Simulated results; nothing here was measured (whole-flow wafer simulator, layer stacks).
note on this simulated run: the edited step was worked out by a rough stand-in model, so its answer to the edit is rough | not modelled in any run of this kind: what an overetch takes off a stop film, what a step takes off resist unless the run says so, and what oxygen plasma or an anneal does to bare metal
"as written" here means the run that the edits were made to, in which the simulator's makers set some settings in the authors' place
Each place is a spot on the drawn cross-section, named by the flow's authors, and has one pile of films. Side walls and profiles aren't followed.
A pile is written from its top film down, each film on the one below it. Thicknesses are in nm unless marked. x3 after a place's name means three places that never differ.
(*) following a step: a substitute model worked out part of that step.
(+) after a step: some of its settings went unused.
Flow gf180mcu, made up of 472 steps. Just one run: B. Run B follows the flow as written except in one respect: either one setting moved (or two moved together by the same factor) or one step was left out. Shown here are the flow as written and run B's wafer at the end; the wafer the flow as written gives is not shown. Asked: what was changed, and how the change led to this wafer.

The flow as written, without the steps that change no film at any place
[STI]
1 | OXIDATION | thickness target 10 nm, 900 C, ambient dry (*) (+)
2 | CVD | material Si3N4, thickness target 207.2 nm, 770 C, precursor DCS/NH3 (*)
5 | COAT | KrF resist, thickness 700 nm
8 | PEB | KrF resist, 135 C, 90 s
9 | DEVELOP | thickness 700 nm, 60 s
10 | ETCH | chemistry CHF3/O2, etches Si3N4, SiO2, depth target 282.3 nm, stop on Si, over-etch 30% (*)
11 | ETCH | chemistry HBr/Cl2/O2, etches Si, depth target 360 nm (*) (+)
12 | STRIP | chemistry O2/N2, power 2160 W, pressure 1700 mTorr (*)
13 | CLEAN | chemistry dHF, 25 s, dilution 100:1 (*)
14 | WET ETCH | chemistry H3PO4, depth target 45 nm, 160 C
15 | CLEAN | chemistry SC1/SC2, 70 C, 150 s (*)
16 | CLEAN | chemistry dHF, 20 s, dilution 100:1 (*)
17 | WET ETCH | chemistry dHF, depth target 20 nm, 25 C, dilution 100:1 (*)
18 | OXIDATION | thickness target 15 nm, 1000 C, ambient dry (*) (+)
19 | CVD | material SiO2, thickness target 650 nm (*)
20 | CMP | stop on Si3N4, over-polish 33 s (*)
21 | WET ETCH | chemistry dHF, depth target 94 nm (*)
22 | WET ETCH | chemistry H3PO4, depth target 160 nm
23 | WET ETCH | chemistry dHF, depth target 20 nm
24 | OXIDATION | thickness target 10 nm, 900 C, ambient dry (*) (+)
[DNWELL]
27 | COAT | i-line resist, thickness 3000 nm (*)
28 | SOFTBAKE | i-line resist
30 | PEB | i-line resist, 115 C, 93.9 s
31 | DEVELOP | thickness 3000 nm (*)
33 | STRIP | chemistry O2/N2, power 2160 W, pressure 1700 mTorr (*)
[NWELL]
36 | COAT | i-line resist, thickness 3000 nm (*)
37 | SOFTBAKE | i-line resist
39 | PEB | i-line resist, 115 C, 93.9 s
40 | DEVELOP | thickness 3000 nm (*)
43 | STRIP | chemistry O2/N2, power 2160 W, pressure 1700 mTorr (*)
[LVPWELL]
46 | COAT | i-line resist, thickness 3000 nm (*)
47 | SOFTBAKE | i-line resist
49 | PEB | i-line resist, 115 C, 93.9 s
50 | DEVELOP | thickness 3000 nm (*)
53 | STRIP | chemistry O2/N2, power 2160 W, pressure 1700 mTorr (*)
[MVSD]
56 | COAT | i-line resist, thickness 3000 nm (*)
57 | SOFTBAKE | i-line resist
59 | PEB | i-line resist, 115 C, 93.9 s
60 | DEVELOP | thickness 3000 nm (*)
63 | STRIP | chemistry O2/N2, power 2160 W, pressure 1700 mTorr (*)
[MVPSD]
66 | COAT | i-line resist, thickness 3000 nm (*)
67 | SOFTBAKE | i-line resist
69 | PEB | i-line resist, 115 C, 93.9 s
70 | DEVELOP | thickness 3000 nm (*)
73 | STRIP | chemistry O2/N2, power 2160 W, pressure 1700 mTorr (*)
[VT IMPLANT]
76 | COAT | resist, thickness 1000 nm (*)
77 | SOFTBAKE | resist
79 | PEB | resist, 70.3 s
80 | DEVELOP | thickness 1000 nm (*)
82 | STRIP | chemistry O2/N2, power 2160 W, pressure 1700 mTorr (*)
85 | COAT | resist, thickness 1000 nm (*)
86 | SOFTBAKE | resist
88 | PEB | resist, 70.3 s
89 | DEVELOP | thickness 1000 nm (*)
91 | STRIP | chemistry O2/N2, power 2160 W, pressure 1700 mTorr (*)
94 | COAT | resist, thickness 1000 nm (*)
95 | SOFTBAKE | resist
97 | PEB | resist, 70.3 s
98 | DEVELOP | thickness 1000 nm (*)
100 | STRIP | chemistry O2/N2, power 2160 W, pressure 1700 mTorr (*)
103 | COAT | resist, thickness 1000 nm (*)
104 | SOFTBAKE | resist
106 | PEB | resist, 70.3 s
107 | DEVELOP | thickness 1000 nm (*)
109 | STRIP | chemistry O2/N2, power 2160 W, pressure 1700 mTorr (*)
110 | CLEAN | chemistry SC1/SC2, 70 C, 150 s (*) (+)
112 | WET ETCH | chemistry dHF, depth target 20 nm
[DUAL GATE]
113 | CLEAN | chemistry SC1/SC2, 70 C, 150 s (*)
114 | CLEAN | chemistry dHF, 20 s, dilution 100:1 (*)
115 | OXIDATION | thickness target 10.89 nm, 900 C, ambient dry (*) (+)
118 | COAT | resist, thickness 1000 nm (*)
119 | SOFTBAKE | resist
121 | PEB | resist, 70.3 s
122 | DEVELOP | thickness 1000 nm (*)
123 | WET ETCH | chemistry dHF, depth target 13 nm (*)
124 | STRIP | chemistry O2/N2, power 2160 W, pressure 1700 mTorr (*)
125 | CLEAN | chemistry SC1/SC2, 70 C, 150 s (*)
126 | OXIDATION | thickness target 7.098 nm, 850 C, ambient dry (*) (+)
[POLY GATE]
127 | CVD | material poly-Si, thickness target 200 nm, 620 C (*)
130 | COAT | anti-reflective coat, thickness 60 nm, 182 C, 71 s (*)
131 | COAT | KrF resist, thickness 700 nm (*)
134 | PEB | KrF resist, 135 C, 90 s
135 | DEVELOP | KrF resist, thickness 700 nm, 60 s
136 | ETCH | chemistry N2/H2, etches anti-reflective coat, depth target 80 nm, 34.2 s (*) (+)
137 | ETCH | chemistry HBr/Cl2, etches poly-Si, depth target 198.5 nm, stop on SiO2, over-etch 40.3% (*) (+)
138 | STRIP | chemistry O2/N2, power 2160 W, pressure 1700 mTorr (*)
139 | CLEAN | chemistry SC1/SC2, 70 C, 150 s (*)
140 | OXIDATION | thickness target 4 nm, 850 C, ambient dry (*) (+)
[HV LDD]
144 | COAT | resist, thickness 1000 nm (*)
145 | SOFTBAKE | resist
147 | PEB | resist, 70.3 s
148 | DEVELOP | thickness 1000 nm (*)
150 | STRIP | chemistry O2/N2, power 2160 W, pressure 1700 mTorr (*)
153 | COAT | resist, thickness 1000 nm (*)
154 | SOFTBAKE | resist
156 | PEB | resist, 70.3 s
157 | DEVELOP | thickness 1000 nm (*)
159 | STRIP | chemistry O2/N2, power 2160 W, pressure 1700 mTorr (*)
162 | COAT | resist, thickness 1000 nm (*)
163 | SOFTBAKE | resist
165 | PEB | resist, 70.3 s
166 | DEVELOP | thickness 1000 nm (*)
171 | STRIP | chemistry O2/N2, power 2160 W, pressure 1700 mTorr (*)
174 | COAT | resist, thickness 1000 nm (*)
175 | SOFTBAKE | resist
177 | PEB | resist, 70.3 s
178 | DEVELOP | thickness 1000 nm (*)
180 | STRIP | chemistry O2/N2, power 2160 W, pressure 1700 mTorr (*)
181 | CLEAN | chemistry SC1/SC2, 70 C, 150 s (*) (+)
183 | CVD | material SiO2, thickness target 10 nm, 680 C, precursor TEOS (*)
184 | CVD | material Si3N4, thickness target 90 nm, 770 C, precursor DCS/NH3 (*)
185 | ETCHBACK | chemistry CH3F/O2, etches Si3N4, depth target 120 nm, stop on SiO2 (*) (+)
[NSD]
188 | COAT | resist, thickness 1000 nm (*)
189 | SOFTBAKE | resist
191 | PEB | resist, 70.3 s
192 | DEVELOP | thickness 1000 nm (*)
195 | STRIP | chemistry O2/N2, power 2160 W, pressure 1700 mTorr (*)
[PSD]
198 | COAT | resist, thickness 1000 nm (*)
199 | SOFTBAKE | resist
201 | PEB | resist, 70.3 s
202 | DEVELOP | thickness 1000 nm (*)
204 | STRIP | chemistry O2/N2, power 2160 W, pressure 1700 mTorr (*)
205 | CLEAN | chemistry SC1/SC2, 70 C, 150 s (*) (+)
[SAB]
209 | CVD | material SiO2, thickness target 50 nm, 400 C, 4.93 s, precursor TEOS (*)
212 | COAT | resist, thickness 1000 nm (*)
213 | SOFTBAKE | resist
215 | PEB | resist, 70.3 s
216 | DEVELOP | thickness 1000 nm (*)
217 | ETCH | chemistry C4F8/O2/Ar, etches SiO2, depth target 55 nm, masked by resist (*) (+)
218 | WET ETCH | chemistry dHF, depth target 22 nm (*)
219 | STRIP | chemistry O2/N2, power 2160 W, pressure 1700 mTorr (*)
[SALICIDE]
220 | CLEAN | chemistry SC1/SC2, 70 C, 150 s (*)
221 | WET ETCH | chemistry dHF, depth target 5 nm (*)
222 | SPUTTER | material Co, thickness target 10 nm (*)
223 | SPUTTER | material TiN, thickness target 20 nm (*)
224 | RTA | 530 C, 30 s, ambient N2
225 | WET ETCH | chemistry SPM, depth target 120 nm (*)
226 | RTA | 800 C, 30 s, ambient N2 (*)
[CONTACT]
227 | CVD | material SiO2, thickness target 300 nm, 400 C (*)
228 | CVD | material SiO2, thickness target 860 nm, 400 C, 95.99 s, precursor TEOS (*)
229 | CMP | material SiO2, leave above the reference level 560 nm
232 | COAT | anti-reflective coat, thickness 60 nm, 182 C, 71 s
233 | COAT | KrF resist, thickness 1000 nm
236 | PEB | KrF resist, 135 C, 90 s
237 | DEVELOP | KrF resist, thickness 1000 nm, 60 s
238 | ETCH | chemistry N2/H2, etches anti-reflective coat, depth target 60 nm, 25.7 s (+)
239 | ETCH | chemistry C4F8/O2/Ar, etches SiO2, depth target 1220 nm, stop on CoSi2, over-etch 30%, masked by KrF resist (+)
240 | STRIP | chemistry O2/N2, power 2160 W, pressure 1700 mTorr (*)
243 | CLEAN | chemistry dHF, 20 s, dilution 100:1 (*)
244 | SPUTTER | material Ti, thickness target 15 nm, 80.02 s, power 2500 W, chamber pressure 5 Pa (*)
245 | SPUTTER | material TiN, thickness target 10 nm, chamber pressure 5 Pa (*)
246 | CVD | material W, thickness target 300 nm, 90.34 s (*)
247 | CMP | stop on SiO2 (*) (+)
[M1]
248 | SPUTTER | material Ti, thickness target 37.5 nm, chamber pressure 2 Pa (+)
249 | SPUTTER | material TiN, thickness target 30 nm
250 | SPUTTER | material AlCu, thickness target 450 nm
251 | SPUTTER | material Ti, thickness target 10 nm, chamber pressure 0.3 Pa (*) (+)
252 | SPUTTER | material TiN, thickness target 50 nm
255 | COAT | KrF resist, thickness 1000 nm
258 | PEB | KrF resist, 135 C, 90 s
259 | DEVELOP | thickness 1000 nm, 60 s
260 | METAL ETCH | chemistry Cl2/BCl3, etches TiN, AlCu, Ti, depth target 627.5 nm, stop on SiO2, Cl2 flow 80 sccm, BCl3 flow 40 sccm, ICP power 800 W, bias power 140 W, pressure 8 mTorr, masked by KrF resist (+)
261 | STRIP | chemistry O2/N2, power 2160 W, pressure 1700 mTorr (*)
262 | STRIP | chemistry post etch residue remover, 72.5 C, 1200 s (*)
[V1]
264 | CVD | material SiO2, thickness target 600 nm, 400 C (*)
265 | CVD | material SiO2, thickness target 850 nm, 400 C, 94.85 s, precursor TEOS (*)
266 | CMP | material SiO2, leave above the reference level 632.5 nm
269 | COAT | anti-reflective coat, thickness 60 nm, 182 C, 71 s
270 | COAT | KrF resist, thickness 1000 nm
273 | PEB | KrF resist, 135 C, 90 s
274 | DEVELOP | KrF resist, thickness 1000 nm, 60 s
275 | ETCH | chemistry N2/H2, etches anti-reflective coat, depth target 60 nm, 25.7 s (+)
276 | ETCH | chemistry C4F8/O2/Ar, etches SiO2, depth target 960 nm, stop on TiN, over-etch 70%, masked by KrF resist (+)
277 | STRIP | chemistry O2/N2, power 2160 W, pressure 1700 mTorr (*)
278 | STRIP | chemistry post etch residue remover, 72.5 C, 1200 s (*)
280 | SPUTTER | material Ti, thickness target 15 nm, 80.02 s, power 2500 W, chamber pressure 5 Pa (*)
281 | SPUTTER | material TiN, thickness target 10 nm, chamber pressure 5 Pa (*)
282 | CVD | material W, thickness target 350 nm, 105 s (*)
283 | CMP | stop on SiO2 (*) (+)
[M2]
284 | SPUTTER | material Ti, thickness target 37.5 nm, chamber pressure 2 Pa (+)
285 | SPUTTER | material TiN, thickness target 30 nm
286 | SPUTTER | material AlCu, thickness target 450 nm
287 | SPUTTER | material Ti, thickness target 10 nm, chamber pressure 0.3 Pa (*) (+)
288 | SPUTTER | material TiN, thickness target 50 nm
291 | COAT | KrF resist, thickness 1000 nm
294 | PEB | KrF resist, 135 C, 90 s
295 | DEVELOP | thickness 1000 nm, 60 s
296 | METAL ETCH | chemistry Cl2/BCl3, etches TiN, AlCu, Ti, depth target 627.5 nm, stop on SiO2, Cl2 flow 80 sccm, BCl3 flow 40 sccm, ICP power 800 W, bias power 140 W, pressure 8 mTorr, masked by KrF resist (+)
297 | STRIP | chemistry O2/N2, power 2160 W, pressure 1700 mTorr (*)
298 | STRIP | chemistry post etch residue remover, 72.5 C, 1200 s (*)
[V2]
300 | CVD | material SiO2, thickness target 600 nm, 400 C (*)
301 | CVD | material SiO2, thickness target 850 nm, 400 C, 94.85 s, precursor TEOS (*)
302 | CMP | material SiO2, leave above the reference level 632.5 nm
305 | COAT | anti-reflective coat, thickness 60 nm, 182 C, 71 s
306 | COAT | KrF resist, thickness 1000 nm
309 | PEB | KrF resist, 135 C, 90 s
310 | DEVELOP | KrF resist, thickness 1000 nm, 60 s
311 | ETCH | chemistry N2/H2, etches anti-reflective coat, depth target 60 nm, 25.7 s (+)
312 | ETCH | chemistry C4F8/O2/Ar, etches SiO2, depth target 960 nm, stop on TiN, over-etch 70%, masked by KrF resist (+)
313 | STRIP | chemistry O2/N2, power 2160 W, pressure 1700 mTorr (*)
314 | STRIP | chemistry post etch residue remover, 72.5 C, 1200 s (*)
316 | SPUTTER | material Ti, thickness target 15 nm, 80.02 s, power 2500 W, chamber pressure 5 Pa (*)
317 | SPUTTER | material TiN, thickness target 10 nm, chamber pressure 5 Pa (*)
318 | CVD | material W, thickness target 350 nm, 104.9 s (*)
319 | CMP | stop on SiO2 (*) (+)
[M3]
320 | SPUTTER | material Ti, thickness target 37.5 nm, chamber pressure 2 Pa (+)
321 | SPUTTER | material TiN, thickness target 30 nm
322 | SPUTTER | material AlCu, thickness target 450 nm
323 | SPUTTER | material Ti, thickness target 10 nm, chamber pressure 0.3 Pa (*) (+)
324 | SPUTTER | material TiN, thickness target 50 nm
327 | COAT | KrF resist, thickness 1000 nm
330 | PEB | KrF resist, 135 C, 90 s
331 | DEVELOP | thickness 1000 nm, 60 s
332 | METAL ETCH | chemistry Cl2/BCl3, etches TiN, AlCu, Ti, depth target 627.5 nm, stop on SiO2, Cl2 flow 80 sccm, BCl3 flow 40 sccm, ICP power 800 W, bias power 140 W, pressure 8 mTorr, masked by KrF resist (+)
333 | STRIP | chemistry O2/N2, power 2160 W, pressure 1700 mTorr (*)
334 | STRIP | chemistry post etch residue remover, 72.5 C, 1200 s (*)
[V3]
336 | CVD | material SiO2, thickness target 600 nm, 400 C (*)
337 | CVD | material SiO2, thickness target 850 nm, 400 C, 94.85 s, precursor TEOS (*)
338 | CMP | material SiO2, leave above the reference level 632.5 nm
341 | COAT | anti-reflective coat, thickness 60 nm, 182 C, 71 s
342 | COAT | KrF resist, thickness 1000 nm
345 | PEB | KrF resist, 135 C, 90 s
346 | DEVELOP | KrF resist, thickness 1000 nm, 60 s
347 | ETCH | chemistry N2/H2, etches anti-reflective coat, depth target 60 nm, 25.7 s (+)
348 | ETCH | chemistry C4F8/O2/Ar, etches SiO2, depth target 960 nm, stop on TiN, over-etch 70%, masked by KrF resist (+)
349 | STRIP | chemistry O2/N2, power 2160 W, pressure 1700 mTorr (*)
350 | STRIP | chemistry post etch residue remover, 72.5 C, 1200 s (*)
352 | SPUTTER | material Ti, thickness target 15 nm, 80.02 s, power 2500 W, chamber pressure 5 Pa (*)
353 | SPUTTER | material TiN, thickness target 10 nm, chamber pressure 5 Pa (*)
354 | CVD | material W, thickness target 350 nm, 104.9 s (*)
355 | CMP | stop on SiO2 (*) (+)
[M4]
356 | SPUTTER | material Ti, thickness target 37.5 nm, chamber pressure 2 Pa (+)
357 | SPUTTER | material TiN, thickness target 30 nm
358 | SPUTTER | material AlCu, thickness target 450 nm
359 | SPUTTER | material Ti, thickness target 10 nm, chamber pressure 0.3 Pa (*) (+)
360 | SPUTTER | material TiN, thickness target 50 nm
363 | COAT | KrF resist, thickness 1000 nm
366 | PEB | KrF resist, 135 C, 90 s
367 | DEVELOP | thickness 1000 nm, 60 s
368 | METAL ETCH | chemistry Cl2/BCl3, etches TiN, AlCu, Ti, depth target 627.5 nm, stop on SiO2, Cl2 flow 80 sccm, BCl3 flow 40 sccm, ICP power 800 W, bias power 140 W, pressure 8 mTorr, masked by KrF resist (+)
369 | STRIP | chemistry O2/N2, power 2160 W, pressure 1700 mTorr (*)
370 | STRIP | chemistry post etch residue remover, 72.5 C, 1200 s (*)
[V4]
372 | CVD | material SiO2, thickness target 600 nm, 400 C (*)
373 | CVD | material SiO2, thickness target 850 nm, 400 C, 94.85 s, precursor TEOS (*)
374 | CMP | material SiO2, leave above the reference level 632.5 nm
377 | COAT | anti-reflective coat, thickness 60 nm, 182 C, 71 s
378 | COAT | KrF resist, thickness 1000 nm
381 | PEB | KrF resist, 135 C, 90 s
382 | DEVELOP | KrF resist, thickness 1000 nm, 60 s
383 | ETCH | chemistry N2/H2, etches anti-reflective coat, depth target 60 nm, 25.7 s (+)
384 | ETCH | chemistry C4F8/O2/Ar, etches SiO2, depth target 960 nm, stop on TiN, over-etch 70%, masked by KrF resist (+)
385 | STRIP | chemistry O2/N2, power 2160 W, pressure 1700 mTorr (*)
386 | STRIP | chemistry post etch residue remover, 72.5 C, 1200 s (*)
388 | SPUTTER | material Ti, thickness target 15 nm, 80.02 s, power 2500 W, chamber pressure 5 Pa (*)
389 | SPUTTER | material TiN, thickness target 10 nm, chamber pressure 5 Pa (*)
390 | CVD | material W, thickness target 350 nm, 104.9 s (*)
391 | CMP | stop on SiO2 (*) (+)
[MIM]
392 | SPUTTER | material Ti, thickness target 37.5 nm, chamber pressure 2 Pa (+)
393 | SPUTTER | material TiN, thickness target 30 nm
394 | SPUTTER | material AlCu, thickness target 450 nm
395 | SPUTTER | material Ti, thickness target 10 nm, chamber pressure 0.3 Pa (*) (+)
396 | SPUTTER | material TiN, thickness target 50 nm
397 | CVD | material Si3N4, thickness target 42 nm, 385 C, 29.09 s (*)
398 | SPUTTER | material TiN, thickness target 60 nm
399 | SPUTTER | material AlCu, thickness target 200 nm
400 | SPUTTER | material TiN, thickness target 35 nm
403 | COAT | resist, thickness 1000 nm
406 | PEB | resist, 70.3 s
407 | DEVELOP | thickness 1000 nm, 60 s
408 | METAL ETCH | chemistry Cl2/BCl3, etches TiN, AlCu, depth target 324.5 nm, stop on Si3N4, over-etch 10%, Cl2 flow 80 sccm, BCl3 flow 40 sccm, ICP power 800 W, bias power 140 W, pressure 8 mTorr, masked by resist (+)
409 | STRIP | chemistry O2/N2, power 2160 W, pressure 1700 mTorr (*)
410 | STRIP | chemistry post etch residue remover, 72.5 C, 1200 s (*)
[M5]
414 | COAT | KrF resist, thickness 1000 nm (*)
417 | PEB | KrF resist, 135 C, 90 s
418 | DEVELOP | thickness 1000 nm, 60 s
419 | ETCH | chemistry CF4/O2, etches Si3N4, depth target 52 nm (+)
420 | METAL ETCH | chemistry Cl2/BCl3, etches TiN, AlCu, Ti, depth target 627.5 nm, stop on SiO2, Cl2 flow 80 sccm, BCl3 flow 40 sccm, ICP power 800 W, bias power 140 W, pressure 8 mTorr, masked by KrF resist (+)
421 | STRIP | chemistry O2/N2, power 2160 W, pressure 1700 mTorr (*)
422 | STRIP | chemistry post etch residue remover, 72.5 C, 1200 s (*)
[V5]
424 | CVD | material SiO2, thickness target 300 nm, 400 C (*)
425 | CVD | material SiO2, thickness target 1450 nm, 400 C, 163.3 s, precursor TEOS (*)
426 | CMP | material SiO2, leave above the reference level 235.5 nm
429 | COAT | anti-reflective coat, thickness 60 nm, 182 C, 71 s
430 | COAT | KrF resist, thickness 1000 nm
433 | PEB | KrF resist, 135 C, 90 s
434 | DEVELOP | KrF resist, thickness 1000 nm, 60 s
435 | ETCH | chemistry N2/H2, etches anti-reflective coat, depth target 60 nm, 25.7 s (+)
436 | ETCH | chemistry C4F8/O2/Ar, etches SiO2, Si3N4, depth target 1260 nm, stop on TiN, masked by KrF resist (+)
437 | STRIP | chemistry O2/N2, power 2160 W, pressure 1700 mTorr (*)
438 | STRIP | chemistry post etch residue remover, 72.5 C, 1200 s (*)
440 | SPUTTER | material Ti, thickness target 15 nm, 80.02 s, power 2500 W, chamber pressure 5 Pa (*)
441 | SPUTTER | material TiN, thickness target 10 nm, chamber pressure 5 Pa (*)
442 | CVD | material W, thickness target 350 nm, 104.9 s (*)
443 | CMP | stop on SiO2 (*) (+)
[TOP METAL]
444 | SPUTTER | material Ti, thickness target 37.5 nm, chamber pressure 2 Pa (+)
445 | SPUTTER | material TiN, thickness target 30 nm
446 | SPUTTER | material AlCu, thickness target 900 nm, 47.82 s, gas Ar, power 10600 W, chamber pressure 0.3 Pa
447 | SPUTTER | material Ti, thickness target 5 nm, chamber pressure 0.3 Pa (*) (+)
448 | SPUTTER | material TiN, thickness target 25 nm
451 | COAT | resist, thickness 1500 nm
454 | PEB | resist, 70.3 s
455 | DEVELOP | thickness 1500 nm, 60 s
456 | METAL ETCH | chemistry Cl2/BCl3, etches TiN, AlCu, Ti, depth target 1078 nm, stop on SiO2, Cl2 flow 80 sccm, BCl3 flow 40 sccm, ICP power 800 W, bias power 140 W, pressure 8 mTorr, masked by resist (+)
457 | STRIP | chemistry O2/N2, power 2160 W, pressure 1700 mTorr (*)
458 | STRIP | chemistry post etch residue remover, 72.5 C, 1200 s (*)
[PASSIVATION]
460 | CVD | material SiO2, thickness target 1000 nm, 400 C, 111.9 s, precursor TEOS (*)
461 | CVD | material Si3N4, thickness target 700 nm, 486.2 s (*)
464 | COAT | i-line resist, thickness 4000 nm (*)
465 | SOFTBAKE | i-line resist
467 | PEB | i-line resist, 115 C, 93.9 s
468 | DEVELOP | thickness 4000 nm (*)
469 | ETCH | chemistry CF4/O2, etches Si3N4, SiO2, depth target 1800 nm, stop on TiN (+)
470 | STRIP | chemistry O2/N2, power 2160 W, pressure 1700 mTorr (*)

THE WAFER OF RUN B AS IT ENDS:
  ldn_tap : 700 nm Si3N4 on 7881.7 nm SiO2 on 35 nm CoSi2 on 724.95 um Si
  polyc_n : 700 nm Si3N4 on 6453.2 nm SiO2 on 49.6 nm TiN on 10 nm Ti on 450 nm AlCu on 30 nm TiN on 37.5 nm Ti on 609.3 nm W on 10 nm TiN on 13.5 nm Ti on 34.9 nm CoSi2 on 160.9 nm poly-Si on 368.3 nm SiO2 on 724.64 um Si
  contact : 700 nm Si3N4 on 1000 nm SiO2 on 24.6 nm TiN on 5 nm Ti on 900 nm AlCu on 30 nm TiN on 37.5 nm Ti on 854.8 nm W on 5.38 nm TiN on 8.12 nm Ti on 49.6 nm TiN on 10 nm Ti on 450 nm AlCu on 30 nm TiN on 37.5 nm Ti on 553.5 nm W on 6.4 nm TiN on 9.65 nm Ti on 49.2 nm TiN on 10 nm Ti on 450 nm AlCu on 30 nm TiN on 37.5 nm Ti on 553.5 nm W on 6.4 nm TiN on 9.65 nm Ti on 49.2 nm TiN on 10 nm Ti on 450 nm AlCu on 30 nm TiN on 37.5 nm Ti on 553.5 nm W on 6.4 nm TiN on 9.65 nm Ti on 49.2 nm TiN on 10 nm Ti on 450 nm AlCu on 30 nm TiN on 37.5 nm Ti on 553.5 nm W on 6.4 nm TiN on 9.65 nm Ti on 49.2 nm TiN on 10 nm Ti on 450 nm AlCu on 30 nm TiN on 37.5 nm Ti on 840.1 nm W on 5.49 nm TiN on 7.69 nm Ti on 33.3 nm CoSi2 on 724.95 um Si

What caused this: step 244, SPUTTER: 72.02 s was run, while the flow as written has 80.02 s.

Step by step, how the change led to this:
  244 | SPUTTER | material Ti, thickness target 15 nm, 80.02 s, power 2500 W, chamber pressure 5 Pa (*)
      field, field__w1, field__w2 and 107 more: +13.5 Ti (new film) (in the flow as written it would be: +15 Ti (new film))
      contact: +7.69 Ti (new film) (in the flow as written it would be: +8.55 Ti (new film))
  247 | CMP | stop on SiO2 (*) (+)
      field, field__w1, field__w2 and 105 more: -300 W (all of it), -10 TiN (all of it), -13.5 Ti (all of it), -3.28 SiO2 (in the flow as written it would be: -300 W (all of it), -10 TiN (all of it), -15 Ti (all of it), -3.29 SiO2)
